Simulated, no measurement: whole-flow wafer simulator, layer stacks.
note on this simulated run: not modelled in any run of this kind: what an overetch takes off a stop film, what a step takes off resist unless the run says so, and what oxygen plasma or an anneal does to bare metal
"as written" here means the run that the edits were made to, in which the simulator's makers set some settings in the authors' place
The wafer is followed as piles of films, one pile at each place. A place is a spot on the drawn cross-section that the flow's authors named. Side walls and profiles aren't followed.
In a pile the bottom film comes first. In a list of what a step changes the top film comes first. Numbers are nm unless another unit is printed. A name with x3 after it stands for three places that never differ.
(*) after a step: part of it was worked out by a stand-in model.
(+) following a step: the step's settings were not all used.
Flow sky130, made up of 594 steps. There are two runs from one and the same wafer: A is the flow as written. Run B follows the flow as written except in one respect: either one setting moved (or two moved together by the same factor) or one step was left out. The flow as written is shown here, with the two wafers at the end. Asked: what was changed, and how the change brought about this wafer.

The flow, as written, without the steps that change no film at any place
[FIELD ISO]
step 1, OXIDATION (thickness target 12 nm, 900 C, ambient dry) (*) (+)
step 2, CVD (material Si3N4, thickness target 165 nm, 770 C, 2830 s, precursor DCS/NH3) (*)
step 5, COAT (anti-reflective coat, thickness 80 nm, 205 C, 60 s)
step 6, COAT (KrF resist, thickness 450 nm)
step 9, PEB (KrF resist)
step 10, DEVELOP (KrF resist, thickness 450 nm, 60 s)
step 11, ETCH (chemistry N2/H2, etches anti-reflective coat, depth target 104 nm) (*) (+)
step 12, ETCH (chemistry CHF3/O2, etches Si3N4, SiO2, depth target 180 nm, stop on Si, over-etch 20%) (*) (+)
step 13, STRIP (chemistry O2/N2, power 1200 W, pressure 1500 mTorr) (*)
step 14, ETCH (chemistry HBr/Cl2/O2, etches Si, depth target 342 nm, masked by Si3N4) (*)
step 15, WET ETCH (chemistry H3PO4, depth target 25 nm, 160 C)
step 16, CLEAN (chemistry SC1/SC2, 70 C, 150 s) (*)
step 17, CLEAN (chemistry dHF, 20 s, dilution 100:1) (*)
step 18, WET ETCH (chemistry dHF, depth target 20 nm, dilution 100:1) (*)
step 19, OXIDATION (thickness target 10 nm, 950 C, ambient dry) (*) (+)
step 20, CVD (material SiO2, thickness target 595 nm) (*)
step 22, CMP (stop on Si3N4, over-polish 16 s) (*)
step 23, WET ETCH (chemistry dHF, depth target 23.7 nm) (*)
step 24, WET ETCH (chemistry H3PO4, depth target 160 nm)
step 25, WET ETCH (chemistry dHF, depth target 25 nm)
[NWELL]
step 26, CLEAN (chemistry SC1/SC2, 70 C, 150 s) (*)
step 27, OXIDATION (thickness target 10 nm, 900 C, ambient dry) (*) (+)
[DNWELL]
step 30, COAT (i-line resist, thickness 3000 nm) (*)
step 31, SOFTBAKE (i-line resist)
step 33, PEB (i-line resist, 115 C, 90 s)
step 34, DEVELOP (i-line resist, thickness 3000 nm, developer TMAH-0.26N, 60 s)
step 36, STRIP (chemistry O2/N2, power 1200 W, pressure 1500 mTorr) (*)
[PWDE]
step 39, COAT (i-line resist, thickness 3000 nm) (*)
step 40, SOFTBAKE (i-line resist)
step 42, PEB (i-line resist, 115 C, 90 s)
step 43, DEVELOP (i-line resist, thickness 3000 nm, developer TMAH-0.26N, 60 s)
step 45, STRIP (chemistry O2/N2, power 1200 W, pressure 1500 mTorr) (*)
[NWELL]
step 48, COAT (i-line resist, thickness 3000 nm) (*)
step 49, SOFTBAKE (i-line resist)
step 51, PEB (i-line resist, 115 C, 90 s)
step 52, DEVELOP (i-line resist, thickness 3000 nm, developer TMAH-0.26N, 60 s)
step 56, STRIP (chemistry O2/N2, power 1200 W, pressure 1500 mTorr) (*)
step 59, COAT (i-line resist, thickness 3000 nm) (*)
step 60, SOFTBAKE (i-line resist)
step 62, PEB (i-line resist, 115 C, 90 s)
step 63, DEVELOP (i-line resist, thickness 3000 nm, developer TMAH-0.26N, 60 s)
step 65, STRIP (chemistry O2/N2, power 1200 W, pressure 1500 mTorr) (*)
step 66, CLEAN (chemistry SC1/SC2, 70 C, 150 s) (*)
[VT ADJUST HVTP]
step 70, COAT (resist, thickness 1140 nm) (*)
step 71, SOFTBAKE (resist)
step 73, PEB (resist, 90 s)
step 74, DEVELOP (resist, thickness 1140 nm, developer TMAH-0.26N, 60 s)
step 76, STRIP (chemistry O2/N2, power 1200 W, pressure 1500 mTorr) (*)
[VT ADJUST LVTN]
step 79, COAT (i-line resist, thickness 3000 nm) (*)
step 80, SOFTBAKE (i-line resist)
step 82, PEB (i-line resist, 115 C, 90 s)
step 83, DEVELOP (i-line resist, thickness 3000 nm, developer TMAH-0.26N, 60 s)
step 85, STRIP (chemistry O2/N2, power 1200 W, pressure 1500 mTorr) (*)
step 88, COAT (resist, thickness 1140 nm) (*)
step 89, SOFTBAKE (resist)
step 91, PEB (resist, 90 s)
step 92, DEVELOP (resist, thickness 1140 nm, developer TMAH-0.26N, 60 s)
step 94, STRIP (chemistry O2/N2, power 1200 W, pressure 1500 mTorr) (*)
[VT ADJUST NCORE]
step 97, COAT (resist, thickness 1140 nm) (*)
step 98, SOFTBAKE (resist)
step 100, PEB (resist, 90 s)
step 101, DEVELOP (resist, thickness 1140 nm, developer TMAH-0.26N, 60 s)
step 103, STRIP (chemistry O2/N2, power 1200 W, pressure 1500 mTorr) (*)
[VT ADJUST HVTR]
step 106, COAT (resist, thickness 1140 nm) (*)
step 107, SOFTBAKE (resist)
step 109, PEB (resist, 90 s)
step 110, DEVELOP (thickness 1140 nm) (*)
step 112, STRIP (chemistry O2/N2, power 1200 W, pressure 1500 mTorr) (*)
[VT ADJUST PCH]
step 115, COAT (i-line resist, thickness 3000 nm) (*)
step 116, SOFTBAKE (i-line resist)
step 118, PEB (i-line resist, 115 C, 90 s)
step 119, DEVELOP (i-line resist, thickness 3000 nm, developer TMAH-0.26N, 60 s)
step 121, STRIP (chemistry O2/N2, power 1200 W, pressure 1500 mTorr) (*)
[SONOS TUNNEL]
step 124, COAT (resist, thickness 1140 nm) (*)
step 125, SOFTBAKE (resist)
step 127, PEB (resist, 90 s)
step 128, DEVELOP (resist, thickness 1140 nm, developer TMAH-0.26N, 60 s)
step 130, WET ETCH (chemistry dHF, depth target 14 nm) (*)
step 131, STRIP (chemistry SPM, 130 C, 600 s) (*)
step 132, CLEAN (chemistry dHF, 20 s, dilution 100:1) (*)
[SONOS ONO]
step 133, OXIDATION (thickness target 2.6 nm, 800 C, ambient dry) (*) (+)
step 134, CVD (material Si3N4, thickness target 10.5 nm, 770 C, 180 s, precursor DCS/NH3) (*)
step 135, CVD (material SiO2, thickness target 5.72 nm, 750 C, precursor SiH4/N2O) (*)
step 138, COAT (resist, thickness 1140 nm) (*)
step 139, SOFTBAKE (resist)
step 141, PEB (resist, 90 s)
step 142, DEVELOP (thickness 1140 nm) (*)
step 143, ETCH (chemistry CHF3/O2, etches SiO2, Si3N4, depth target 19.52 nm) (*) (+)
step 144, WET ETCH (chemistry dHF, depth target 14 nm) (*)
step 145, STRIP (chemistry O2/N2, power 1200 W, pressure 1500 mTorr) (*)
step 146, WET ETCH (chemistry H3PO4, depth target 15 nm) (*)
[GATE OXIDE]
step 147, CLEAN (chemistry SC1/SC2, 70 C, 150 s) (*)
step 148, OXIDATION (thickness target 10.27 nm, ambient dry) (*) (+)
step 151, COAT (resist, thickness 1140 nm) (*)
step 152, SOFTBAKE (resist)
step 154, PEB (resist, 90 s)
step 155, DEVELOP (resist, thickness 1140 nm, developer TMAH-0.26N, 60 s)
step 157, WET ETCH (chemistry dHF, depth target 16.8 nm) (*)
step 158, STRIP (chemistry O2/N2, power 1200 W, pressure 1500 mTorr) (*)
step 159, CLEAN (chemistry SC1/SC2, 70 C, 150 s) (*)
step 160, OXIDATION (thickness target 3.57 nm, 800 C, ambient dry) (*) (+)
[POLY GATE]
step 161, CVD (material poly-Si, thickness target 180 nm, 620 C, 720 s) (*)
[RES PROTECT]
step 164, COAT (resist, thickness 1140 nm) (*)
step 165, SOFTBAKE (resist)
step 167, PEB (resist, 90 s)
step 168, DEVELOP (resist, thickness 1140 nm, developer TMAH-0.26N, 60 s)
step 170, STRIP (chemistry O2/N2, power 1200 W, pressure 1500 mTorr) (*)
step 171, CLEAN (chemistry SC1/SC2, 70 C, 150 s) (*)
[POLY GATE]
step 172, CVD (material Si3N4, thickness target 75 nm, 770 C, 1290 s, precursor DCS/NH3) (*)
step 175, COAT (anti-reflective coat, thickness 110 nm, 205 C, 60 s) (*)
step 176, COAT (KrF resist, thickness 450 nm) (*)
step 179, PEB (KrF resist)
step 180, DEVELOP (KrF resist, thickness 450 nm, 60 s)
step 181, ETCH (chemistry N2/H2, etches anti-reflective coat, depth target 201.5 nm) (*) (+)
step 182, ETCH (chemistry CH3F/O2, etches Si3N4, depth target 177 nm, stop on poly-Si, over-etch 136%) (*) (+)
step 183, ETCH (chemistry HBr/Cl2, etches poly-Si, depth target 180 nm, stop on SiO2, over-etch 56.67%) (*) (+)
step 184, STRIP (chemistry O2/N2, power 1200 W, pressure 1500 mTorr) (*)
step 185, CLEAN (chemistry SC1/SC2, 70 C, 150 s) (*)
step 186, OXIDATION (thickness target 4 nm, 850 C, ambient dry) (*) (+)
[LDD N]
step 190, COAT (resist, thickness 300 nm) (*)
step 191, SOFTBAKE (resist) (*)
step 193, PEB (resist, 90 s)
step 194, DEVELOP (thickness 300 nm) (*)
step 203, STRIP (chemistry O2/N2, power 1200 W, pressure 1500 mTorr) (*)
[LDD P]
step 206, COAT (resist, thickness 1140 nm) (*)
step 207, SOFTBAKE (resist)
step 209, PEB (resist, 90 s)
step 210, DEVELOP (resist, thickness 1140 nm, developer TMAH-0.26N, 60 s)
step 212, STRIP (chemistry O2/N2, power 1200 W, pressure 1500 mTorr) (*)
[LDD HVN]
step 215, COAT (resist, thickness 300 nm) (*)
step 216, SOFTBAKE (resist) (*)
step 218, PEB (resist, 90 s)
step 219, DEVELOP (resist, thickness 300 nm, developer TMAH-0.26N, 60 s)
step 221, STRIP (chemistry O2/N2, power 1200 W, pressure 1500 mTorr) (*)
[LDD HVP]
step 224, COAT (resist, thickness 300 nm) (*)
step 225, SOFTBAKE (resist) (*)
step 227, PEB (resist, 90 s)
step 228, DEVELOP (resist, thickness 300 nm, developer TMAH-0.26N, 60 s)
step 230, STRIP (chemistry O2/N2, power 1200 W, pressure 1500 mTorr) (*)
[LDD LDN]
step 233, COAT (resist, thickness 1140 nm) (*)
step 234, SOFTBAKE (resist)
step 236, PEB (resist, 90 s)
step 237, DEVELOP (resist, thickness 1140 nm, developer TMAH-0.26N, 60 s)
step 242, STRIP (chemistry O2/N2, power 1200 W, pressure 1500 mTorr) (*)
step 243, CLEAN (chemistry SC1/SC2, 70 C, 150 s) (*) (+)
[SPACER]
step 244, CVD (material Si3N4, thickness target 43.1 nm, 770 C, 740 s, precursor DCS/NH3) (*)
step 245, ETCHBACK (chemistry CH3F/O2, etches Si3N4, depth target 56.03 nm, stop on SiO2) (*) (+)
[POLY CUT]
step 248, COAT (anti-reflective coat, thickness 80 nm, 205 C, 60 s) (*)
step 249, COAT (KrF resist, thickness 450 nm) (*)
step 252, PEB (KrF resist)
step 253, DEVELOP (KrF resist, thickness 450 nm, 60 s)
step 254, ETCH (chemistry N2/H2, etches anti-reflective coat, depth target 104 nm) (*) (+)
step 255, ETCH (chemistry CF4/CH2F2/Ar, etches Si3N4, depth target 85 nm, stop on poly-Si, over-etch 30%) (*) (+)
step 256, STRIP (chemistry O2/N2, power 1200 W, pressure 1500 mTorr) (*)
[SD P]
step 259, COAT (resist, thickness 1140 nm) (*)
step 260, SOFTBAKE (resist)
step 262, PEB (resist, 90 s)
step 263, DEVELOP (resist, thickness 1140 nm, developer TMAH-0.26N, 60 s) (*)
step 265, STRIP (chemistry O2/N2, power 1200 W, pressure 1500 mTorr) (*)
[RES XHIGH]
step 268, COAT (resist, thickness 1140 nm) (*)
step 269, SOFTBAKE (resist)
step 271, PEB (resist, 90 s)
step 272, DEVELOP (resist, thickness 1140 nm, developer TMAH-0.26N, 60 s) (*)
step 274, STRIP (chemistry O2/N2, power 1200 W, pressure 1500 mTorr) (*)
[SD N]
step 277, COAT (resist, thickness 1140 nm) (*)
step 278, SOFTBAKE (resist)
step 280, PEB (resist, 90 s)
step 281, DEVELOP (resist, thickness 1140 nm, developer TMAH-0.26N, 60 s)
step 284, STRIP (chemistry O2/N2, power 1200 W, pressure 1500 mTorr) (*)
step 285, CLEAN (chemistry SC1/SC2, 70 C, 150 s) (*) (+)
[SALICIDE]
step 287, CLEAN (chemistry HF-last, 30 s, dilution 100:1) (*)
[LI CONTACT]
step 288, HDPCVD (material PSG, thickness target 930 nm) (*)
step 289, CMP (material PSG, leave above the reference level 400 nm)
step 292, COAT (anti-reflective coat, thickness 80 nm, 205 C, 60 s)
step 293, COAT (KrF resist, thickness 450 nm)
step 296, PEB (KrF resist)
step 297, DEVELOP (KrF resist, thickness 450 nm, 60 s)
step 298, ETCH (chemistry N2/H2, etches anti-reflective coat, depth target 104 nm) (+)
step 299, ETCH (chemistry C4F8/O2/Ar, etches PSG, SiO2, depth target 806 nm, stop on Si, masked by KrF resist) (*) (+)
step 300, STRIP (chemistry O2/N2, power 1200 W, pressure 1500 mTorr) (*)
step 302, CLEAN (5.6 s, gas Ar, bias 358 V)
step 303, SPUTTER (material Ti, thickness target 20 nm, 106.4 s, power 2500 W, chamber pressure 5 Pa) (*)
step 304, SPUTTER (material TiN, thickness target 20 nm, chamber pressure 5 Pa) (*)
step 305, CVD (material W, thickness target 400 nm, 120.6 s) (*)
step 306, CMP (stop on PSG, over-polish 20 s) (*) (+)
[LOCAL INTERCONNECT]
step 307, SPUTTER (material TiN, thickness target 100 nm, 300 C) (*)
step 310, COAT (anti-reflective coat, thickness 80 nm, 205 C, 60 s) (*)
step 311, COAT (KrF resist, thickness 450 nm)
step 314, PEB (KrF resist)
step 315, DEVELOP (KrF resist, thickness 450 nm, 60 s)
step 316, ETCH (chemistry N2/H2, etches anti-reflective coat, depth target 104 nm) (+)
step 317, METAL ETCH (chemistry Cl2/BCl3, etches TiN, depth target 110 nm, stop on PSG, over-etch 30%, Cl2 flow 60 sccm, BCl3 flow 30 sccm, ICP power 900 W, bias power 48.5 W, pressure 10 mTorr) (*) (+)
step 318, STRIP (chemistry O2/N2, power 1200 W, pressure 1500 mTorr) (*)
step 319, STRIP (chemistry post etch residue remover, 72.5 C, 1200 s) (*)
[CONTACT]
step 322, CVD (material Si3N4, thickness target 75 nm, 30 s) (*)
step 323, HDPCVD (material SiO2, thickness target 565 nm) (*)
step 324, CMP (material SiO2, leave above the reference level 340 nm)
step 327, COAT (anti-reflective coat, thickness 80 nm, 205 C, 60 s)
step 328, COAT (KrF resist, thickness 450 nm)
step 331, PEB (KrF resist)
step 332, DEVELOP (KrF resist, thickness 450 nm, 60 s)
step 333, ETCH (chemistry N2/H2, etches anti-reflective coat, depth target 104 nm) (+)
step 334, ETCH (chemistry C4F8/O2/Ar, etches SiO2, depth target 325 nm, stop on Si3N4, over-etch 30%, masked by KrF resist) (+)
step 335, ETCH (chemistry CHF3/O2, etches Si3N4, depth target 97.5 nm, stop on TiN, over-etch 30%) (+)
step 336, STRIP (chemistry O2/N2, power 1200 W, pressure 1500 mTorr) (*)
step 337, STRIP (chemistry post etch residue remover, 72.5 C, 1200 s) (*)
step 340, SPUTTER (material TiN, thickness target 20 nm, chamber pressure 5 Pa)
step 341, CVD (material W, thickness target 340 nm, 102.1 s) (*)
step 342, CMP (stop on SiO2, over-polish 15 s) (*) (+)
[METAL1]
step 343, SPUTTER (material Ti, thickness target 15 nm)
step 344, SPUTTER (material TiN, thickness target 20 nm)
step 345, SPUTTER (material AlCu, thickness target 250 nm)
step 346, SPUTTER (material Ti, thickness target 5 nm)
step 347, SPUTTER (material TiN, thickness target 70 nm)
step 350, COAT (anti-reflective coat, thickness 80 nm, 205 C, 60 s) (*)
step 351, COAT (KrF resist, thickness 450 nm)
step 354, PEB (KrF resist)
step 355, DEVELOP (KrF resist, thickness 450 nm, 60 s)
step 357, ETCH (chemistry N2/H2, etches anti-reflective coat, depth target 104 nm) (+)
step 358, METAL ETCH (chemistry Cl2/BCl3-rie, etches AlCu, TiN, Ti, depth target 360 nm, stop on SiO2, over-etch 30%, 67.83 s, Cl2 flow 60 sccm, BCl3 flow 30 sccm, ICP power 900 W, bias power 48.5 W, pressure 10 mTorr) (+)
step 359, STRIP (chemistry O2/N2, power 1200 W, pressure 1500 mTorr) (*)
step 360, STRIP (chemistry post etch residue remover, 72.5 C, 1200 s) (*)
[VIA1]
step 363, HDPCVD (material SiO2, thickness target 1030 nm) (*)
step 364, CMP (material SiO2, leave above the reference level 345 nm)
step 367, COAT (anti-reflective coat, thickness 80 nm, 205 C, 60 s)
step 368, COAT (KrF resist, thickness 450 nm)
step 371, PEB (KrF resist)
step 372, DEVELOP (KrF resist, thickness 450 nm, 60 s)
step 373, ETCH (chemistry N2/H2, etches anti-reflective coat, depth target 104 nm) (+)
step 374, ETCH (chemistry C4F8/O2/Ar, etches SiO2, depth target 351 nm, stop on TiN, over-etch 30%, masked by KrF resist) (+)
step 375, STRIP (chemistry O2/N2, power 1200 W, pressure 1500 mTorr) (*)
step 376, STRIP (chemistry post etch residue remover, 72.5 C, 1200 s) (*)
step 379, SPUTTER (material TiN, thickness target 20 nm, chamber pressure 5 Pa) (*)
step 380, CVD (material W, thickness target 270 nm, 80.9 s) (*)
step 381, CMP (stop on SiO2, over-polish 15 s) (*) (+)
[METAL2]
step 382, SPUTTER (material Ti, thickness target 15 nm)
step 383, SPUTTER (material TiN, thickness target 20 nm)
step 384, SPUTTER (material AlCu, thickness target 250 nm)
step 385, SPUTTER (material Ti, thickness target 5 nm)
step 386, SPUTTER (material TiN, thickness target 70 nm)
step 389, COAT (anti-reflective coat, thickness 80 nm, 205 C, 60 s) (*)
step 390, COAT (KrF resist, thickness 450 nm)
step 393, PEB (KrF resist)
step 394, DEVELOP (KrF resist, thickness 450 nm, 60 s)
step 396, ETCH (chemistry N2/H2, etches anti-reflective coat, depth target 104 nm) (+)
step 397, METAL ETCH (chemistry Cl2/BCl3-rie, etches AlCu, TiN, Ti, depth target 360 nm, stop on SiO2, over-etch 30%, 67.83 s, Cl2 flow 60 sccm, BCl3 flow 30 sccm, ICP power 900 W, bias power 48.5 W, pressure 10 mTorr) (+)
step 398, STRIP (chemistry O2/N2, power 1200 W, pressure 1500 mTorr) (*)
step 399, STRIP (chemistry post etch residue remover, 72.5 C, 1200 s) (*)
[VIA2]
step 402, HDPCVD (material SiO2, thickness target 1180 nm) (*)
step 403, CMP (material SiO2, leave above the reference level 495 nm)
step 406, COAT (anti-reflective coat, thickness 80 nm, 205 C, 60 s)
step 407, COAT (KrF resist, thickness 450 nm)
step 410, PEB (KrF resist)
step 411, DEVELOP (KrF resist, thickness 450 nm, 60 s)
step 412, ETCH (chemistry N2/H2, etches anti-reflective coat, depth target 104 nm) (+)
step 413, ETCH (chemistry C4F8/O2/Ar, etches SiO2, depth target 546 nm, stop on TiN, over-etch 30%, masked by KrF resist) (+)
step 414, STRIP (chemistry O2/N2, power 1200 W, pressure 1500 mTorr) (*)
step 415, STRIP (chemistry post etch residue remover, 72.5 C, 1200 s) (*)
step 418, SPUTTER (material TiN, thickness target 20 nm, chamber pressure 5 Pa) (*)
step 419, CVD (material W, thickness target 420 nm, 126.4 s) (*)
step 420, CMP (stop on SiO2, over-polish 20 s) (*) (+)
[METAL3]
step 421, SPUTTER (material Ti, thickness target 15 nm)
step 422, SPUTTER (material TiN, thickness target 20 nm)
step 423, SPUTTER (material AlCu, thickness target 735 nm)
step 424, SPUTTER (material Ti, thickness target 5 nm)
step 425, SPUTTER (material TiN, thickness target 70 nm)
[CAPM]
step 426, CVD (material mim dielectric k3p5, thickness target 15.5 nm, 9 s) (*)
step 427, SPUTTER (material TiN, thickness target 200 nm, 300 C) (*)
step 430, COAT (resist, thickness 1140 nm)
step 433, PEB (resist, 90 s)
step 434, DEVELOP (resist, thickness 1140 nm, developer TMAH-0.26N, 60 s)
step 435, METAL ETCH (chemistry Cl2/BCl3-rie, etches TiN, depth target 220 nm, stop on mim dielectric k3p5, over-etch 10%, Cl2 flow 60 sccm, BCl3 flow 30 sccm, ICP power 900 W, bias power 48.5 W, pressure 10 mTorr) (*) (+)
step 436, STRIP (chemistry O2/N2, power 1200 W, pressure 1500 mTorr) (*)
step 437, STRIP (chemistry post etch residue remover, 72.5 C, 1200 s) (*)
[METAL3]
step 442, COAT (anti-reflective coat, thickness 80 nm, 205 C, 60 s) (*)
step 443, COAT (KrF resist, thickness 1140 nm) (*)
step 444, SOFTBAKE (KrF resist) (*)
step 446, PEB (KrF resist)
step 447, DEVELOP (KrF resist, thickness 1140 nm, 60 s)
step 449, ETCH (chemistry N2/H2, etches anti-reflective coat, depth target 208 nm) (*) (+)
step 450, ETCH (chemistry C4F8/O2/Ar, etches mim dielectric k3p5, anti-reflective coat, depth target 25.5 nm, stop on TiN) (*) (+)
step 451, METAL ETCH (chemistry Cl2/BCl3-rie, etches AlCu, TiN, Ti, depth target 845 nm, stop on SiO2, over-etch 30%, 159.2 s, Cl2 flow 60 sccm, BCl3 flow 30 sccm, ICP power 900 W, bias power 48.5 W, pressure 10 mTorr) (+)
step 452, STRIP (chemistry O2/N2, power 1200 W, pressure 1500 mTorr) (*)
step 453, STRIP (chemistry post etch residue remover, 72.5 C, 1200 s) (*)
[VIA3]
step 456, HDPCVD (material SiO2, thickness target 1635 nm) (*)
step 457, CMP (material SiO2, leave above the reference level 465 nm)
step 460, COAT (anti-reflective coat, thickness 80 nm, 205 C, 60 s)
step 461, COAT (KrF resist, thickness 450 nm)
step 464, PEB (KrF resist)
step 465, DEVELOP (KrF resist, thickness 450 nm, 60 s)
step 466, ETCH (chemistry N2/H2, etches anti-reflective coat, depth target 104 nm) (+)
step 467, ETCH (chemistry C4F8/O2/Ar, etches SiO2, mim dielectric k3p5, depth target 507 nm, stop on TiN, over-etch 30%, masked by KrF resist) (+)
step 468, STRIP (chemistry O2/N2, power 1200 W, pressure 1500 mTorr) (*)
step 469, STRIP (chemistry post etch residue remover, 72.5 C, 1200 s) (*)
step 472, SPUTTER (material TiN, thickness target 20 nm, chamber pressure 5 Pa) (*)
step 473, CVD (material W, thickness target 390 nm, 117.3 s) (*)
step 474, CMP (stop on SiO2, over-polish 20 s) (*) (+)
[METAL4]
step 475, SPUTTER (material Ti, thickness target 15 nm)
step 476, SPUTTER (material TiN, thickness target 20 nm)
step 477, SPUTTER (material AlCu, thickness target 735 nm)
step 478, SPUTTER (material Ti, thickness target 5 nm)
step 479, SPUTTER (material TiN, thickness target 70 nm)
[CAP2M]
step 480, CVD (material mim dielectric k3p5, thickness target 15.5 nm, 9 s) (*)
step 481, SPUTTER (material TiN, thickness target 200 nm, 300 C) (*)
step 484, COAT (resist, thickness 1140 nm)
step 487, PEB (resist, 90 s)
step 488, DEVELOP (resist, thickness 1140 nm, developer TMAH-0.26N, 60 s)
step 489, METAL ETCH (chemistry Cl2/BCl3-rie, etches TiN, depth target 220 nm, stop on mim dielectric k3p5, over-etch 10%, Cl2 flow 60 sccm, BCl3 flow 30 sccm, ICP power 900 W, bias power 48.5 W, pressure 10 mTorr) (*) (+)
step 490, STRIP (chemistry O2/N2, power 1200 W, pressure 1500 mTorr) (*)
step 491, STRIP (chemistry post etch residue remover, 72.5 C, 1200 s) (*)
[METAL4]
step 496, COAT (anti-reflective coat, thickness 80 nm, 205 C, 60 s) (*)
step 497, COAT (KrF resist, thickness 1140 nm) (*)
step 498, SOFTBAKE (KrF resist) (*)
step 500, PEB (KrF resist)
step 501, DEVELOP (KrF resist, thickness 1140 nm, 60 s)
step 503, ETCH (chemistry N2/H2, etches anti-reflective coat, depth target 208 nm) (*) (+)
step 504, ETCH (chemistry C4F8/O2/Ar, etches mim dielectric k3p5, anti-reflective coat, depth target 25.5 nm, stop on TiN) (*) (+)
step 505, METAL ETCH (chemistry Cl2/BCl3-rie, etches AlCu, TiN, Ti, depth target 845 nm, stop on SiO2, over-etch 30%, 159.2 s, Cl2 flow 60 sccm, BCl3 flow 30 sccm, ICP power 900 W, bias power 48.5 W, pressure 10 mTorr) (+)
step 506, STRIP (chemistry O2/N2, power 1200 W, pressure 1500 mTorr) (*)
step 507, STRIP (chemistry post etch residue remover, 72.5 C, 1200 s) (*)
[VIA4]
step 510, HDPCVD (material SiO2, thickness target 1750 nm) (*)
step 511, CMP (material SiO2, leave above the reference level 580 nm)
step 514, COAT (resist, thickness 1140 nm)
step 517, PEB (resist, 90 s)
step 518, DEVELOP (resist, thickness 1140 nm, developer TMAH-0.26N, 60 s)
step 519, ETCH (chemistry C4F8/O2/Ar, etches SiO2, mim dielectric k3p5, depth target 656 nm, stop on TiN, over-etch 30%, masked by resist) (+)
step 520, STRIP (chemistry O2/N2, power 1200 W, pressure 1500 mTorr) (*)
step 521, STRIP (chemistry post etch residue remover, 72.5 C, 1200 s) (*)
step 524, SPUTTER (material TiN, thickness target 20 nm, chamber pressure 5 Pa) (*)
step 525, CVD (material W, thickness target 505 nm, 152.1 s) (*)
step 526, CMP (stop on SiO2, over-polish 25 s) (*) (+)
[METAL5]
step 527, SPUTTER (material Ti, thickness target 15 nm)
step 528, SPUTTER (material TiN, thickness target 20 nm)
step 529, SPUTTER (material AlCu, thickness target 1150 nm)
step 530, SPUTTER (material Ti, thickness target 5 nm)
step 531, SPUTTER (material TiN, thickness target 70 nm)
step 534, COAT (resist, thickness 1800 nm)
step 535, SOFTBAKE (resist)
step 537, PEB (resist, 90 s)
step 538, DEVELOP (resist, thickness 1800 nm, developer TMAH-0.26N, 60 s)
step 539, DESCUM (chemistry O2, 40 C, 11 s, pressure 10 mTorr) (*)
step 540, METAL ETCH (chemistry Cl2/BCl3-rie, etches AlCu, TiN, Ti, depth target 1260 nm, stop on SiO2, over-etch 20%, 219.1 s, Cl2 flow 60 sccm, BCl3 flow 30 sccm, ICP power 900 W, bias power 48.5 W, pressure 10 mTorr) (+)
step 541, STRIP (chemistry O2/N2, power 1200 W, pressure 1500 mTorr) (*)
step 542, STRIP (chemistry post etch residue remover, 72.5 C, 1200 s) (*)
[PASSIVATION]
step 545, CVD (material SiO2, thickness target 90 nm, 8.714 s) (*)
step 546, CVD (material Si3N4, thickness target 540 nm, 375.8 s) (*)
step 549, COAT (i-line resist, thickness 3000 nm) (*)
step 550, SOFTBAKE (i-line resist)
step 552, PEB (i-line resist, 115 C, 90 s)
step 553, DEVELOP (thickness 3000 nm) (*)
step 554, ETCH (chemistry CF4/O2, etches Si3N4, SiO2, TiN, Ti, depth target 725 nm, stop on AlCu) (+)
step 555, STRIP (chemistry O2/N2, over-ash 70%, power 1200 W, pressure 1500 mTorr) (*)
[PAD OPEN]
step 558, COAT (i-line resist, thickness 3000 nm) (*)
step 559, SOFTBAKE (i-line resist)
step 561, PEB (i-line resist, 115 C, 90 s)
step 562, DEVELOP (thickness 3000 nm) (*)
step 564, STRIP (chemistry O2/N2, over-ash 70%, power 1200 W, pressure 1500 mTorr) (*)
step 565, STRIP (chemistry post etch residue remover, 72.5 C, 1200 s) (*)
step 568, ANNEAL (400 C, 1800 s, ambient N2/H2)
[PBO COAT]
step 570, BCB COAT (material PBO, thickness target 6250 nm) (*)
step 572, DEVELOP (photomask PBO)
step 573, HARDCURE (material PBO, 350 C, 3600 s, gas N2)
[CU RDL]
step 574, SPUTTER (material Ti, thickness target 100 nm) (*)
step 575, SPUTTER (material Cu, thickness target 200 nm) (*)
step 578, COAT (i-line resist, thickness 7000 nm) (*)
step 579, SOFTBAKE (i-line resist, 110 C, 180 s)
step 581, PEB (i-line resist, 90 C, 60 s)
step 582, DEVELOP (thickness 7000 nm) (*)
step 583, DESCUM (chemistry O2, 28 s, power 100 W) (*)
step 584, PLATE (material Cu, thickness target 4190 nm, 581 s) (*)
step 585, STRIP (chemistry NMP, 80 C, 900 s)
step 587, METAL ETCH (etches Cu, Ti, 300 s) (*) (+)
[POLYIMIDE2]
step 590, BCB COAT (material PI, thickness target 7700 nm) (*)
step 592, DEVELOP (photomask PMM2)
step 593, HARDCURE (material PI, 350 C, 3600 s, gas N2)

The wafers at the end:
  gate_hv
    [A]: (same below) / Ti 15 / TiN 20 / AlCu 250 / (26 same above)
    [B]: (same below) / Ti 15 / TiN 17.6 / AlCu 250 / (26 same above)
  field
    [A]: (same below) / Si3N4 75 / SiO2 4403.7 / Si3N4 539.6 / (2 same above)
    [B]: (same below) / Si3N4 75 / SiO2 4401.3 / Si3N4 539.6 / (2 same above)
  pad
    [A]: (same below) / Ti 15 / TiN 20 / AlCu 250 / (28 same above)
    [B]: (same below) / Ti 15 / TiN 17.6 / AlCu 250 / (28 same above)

What caused this: step 344, SPUTTER: thickness target 17.6 nm was run, whereas the flow has thickness target 20 nm.
The wafer lets one read it off: gate_hv has TiN 17.6, and step 344 as written asks for 20 nm.

Step by step, how the change led to this:
  step 344, SPUTTER (material TiN, thickness target 20 nm)
      field, active, n_well and 188 more: A TiN gains 20 (new film) | B TiN gains 17.6 (new film)
  step 358, METAL ETCH (chemistry Cl2/BCl3-rie, etches AlCu, TiN, Ti, depth target 360 nm, stop on SiO2, over-etch 30%, 67.83 s, Cl2 flow 60 sccm, BCl3 flow 30 sccm, ICP power 900 W, bias power 48.5 W, pressure 10 mTorr) (+)
      field, active, gate and 81 more: A TiN loses 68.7 (all of it), Ti loses 5 (all of it), AlCu loses 250 (all of it), TiN loses 20 (all of it), Ti loses 15 (all of it), SiO2 loses 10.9 | B TiN loses 68.7 (all of it), Ti loses 5 (all of it), AlCu loses 250 (all of it), TiN loses 17.6 (all of it), Ti loses 15 (all of it), SiO2 loses 11.2
